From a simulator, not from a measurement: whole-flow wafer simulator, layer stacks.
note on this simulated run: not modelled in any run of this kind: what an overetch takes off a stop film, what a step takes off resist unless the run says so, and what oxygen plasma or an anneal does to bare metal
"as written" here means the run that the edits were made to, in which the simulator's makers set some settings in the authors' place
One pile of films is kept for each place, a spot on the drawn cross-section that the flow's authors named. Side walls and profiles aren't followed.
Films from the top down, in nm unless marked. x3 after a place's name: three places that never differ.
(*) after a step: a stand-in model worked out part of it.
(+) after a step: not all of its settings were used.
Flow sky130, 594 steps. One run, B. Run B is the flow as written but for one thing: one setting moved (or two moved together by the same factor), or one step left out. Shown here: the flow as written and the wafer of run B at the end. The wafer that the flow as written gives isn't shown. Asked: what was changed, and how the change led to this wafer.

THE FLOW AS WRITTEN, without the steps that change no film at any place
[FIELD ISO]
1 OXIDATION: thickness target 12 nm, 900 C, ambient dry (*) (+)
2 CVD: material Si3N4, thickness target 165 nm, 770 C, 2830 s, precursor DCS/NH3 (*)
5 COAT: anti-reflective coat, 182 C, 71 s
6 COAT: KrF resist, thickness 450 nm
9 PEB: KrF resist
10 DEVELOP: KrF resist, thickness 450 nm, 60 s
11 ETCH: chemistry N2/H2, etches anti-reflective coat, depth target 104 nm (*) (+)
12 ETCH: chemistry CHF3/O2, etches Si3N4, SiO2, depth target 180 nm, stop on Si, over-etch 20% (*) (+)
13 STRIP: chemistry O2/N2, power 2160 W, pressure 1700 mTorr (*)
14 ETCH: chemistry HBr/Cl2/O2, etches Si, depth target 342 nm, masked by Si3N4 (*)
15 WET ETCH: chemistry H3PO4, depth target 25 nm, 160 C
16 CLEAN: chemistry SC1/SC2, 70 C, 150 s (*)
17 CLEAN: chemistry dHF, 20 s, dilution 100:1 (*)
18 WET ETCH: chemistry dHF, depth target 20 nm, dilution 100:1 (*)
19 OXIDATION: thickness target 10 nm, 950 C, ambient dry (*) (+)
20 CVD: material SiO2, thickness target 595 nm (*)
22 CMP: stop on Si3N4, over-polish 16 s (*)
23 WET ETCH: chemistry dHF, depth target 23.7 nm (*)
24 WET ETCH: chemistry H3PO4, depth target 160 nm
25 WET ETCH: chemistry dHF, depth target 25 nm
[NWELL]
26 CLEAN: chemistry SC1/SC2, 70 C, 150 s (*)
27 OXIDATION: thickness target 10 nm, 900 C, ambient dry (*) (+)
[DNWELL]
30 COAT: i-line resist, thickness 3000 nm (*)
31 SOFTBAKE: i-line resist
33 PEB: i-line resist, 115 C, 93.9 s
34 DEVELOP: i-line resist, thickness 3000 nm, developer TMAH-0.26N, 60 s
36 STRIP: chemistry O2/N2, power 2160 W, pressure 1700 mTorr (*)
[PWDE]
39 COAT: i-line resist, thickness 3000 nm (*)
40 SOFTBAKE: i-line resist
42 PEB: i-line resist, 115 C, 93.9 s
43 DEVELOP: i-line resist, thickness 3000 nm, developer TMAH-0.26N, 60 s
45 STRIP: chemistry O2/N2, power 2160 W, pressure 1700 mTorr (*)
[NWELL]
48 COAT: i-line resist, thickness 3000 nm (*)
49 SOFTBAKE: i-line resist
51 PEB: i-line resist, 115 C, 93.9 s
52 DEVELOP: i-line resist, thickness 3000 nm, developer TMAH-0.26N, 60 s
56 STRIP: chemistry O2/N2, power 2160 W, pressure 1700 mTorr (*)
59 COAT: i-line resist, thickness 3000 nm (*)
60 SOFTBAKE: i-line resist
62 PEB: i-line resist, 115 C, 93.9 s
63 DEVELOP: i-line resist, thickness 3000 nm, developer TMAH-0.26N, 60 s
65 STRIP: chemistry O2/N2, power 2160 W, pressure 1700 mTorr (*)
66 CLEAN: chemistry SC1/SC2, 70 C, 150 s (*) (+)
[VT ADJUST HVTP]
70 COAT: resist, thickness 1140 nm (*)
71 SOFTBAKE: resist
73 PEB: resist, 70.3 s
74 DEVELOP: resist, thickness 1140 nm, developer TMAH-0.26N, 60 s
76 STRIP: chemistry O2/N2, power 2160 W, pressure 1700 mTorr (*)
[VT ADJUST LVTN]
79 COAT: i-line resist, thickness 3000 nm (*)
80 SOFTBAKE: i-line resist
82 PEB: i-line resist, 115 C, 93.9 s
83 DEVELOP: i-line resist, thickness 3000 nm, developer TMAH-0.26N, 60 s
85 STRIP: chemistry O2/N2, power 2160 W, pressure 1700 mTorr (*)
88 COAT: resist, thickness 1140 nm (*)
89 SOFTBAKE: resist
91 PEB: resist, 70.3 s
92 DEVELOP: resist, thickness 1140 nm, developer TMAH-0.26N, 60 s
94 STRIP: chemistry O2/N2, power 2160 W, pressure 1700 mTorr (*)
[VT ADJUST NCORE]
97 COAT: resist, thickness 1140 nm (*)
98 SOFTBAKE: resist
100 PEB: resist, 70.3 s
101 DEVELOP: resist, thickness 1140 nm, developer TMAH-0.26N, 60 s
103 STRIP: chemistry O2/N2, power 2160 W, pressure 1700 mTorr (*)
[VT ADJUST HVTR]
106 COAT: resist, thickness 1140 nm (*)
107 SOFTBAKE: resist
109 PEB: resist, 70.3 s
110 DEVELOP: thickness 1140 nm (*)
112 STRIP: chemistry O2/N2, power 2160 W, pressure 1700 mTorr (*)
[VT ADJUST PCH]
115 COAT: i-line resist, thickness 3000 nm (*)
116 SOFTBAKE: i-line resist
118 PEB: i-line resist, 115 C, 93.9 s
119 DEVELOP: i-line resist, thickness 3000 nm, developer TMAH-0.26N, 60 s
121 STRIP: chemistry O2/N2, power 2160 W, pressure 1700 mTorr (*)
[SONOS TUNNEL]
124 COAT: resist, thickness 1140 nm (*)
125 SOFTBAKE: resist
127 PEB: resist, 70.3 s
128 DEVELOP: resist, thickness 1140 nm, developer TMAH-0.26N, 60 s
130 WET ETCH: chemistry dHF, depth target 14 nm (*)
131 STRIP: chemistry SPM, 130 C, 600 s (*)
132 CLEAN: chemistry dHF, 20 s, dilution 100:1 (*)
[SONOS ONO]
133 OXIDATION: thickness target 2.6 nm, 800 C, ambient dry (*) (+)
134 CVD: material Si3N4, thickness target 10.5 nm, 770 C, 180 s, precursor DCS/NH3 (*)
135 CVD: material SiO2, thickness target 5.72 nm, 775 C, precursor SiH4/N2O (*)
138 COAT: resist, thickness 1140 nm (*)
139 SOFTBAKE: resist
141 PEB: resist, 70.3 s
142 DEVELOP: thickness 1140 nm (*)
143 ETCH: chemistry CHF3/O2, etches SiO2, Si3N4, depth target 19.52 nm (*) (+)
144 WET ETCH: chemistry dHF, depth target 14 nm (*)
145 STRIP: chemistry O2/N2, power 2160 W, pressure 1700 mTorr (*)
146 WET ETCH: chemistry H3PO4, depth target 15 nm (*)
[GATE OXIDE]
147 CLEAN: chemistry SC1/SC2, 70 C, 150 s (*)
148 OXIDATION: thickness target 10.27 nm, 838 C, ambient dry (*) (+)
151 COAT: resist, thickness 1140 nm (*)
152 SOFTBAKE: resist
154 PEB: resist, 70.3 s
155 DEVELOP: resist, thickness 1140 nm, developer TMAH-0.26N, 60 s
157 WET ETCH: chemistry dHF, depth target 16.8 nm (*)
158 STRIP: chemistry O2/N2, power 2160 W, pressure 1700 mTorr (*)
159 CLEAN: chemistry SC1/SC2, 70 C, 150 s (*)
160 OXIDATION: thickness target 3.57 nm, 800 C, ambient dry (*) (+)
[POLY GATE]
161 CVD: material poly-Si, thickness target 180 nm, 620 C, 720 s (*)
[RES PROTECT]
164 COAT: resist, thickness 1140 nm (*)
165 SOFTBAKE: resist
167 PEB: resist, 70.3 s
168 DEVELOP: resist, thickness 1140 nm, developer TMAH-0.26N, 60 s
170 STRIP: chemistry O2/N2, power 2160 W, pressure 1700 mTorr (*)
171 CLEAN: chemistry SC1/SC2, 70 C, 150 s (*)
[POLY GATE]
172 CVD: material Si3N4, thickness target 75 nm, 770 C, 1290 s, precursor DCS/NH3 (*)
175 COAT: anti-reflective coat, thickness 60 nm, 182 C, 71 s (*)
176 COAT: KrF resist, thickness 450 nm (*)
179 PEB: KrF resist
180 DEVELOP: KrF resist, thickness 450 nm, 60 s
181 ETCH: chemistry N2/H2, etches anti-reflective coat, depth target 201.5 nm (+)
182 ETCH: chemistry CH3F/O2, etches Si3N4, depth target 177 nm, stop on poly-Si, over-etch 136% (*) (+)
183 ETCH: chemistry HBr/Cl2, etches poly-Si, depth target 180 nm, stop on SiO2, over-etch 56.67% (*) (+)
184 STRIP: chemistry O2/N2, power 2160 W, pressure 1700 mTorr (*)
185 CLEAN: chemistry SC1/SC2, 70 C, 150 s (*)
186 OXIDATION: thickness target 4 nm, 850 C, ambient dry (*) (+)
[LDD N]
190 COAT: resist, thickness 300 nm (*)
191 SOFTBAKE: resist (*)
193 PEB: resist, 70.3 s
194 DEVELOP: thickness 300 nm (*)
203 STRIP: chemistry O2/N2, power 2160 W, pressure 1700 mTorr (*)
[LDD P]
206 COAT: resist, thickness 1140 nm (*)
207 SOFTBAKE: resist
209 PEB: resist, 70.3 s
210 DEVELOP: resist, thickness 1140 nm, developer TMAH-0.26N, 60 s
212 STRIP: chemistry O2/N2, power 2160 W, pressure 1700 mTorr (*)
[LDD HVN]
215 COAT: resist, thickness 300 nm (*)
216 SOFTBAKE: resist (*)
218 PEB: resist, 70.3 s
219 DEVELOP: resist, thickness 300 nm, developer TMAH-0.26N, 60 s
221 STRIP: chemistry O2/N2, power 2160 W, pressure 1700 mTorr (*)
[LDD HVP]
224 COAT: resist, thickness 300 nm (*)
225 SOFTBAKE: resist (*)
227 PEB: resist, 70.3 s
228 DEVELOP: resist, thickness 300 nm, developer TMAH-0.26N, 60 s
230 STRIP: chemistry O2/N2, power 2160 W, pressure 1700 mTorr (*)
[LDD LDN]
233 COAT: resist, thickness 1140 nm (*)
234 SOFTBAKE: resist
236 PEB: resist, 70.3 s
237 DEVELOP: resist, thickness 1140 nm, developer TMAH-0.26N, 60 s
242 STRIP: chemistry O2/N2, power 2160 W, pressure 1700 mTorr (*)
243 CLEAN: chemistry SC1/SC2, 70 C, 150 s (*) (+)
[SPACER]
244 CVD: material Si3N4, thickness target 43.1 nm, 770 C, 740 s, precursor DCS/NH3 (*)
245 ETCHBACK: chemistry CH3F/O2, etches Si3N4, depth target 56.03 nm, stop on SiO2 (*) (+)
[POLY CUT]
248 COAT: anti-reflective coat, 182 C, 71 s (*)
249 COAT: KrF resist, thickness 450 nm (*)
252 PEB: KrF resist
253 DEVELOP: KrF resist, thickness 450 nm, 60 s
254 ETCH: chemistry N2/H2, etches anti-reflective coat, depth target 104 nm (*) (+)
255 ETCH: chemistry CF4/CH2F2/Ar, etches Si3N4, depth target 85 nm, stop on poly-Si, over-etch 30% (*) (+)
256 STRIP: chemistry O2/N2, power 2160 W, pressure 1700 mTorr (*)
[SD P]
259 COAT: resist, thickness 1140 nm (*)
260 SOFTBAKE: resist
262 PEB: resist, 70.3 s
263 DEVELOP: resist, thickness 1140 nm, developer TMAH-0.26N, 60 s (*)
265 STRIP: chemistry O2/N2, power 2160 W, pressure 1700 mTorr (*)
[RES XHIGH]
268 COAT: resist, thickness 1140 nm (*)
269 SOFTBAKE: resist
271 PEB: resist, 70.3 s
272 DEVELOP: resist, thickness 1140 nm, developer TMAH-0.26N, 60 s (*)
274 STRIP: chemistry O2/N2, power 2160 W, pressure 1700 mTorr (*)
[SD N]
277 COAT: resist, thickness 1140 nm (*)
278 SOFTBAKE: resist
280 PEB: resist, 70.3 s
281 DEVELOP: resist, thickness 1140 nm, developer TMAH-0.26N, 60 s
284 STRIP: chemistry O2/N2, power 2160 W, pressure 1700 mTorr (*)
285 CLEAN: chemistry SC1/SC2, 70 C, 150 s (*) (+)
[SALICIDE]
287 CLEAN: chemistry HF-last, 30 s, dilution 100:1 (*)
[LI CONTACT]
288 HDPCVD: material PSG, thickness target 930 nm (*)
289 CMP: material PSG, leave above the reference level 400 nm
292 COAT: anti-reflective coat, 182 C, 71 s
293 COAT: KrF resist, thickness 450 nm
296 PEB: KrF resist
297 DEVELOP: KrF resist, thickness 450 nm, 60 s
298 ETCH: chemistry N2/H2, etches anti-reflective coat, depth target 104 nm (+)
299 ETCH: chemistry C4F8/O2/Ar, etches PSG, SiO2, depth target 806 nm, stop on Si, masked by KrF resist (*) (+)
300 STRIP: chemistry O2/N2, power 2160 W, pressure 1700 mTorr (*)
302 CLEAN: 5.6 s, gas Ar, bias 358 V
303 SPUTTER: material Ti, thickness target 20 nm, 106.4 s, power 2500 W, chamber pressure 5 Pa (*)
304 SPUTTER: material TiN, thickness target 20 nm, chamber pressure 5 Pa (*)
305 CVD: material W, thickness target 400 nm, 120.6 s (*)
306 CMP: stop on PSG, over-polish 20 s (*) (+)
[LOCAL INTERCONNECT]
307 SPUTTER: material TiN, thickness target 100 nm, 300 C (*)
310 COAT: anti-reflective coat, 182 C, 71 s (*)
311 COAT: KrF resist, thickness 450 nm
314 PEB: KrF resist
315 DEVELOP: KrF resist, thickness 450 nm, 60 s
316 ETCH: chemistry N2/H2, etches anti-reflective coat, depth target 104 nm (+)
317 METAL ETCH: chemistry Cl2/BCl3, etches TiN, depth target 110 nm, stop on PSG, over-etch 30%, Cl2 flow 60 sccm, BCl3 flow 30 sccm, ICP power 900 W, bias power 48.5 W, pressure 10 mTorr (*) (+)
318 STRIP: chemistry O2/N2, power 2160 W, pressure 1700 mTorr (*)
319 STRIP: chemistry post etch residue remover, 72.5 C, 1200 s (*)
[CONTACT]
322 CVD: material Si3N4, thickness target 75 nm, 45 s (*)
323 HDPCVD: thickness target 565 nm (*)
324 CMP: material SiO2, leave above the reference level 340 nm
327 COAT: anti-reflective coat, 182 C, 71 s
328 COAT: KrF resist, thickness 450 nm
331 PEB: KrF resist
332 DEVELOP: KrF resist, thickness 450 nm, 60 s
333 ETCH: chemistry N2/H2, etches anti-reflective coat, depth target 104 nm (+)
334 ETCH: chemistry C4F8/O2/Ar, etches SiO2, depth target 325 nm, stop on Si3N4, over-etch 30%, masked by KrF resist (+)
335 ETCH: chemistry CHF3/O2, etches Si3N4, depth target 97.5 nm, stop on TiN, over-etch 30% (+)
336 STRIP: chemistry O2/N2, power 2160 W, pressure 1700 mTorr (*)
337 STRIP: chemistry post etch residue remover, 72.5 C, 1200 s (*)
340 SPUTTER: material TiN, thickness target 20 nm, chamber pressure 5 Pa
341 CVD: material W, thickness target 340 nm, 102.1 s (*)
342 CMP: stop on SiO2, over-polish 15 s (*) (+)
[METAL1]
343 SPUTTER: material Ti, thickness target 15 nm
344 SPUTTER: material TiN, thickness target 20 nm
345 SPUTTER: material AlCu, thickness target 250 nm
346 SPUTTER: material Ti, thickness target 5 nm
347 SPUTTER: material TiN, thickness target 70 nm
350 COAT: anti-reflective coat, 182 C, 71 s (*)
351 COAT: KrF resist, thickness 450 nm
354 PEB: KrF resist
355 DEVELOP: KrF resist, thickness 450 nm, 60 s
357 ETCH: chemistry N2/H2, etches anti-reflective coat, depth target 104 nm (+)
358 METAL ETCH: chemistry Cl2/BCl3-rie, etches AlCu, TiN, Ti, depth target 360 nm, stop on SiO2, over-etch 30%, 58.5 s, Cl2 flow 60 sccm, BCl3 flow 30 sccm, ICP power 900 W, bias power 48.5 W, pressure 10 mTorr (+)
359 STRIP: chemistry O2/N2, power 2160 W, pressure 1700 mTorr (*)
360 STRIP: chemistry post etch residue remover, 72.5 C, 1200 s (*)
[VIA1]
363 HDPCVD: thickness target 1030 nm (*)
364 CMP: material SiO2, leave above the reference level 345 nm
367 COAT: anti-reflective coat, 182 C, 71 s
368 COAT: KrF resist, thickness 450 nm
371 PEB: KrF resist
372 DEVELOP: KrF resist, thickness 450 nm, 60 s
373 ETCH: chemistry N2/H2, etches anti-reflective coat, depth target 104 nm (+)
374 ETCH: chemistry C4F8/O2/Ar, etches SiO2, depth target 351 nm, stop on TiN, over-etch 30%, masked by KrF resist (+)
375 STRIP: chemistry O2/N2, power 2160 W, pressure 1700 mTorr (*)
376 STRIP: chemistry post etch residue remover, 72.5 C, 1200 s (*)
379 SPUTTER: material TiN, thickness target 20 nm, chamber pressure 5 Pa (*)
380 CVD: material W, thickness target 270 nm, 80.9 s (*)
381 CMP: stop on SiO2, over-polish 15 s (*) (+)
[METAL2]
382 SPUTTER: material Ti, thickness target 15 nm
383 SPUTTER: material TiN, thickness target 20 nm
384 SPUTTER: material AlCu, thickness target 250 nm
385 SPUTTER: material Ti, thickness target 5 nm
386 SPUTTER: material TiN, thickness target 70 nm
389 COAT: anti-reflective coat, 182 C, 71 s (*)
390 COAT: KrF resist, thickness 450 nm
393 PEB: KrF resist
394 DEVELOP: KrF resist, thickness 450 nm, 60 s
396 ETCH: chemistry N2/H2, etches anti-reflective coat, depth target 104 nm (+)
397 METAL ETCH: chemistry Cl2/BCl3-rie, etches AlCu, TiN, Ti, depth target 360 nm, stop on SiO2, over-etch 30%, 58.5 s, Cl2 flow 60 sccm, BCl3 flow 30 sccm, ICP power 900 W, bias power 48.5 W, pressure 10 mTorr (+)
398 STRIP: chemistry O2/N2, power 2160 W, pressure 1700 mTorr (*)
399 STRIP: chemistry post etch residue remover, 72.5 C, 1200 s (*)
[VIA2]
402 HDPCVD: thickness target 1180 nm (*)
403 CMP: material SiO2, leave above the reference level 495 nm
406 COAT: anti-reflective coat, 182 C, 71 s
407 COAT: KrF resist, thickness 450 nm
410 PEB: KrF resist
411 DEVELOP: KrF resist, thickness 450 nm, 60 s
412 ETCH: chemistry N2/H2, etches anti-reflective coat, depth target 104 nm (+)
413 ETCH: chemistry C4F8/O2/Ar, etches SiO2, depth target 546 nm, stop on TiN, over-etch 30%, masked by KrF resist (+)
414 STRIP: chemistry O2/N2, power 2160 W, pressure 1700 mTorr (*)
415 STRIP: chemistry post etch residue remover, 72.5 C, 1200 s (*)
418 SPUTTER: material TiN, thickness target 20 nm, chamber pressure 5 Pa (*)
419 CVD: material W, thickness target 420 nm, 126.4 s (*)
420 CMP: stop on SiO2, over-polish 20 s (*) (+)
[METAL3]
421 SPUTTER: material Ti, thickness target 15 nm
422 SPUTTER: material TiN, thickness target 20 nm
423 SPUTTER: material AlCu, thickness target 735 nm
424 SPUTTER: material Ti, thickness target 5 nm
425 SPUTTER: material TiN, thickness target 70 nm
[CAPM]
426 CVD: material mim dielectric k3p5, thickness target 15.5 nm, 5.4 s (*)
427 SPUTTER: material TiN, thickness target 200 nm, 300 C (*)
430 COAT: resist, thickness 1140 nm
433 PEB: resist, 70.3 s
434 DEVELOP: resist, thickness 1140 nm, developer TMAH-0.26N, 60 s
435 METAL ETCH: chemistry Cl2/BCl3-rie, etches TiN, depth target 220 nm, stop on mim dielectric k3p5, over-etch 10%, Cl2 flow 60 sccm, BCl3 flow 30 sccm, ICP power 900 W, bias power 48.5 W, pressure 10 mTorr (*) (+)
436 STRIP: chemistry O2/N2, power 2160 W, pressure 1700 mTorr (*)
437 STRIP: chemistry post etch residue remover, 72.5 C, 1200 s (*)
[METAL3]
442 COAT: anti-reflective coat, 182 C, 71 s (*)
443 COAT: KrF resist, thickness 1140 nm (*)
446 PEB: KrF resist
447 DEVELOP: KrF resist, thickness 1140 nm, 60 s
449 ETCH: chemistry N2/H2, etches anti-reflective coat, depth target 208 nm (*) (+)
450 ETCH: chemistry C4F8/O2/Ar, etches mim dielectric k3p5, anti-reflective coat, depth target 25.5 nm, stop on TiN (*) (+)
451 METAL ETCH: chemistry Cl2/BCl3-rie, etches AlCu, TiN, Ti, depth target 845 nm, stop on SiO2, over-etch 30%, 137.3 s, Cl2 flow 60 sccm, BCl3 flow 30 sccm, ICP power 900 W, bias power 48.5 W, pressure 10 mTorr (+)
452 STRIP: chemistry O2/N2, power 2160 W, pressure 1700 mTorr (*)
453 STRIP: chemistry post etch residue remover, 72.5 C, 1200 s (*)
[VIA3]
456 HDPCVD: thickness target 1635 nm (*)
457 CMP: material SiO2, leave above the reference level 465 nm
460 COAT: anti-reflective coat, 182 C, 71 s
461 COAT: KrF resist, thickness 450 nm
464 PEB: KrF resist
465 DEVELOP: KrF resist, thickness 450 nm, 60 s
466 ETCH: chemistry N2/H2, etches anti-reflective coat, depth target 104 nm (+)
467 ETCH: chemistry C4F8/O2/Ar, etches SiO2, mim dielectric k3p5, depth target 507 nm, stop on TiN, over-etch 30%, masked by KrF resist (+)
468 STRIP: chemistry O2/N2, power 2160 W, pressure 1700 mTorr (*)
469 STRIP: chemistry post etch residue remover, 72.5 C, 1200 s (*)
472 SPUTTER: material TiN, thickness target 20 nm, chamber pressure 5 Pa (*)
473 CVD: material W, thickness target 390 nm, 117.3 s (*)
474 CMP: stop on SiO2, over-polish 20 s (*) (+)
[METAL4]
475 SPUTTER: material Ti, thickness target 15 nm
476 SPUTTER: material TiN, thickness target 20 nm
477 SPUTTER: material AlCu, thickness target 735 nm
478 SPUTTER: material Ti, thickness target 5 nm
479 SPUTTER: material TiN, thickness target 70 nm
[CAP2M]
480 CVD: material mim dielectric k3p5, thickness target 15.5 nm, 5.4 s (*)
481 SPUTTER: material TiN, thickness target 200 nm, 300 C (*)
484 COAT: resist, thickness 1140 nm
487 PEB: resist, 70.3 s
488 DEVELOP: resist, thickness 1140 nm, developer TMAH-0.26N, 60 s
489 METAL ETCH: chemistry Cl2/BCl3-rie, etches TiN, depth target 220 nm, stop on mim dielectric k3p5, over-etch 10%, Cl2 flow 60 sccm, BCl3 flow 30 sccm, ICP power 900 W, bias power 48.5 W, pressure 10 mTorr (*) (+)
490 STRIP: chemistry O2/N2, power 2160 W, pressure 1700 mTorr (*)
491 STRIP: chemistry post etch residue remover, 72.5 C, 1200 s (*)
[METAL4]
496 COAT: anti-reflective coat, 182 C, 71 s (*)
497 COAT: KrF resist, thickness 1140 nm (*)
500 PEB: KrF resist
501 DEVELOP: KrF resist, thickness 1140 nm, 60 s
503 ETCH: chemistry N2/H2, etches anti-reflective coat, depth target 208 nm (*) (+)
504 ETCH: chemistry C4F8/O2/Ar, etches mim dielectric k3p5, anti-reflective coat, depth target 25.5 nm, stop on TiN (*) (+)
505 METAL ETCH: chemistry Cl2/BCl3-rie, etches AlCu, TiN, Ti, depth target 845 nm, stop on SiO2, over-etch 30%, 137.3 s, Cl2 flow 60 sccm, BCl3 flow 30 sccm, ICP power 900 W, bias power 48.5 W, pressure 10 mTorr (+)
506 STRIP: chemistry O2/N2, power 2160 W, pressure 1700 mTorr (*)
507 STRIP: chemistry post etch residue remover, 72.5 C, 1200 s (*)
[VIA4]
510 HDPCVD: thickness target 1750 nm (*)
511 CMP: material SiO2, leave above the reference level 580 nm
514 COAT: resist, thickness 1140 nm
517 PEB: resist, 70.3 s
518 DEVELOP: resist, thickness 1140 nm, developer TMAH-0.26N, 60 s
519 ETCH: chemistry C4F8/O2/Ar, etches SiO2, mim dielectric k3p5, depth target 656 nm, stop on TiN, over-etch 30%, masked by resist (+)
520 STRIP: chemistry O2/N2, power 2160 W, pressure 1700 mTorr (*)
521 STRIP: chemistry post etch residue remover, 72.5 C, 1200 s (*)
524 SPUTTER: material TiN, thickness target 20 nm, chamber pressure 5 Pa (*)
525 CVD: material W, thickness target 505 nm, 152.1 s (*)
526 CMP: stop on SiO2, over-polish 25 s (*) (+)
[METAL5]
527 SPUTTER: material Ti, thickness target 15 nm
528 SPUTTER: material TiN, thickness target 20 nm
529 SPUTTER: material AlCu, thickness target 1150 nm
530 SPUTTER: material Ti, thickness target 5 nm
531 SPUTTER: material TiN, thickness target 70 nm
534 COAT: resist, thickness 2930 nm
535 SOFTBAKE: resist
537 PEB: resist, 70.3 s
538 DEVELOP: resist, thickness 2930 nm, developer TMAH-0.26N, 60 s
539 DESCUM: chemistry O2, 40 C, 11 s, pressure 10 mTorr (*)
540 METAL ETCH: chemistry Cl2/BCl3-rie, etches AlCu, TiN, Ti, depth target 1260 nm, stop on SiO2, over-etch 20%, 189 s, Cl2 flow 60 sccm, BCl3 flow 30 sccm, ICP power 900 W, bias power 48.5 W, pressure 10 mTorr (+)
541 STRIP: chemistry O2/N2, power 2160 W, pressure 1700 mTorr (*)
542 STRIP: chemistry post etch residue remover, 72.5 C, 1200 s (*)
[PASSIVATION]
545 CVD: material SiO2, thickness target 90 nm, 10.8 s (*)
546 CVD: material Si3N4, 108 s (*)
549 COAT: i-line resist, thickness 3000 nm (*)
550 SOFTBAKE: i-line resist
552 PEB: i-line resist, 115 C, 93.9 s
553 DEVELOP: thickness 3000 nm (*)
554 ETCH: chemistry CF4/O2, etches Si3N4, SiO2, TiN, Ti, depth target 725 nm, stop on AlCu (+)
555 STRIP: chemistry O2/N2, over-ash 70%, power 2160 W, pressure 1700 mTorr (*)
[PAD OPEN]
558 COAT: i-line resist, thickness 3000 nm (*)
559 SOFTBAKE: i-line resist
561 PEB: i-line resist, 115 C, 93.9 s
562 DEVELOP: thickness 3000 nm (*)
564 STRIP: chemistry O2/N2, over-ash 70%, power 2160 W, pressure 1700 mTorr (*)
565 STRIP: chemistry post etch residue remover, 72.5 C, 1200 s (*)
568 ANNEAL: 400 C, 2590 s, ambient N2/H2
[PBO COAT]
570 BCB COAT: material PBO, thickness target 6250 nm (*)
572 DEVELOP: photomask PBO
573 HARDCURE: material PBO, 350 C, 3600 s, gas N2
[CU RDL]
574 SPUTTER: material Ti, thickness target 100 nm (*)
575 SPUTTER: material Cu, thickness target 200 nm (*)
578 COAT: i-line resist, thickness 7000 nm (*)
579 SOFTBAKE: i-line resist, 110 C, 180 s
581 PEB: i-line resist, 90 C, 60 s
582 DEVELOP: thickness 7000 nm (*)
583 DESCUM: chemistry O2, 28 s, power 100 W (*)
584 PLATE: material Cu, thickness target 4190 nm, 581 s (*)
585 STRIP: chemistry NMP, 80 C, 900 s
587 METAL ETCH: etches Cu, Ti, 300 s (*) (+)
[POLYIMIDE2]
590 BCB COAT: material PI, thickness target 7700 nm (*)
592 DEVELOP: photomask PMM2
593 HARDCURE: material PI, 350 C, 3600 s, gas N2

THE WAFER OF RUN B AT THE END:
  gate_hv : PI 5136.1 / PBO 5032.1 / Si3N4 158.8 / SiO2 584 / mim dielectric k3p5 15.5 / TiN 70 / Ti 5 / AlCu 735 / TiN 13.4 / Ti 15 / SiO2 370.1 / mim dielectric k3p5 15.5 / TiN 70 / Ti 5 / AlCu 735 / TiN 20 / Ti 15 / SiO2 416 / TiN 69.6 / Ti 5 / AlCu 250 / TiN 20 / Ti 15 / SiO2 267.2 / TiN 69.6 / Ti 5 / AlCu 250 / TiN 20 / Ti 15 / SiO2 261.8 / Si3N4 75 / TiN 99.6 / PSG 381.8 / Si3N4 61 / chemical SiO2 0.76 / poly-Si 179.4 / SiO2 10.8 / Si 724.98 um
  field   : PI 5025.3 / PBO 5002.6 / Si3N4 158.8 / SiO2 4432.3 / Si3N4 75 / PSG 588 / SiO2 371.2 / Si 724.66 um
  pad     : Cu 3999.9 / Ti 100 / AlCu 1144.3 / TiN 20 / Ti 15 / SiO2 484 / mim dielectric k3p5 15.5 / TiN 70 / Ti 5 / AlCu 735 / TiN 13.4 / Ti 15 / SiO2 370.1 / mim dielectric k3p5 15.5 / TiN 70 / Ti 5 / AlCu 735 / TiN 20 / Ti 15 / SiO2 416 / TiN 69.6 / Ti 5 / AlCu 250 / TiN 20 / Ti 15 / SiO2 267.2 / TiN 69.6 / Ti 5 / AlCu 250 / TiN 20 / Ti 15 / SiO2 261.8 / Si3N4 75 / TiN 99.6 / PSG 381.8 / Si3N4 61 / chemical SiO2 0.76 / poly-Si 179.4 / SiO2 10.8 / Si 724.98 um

The cause: step 476, SPUTTER: thickness target 13.4 nm was run, where the flow has thickness target 20 nm.
It can be read off the wafer: gate_hv has TiN 13.4, and step 476 as written asks for 20 nm.

How the change led to this, step by step:
  476 SPUTTER: material TiN, thickness target 20 nm
      field, active, n_well and 189 more: TiN +13.4 (new film) (as written it would be: TiN +20 (new film))
  505 METAL ETCH: chemistry Cl2/BCl3-rie, etches AlCu, TiN, Ti, depth target 845 nm, stop on SiO2, over-etch 30%, 137.3 s, Cl2 flow 60 sccm, BCl3 flow 30 sccm, ICP power 900 W, bias power 48.5 W, pressure 10 mTorr (+)
      field, gate, spacer and 68 more: TiN -70 (all of it), Ti -5 (all of it), AlCu -735 (all of it), TiN -13.4 (all of it), Ti -15 (all of it), SiO2 -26 (as written it would be: TiN -70 (all of it), Ti -5 (all of it), AlCu -735 (all of it), TiN -20 (all of it), Ti -15 (all of it), SiO2 -25.4)
      active, vpp_iso1, mim_edge_plate and 14 more: TiN -70 (all of it), Ti -5 (all of it), AlCu -735 (all of it), TiN -13.4 (all of it), Ti -15 (all of it), SiO2 -26 (as written it would be: TiN -70 (all of it), Ti -5 (all of it), AlCu -735 (all of it), TiN -20 (all of it), Ti -15 (all of it), SiO2 -25.3)
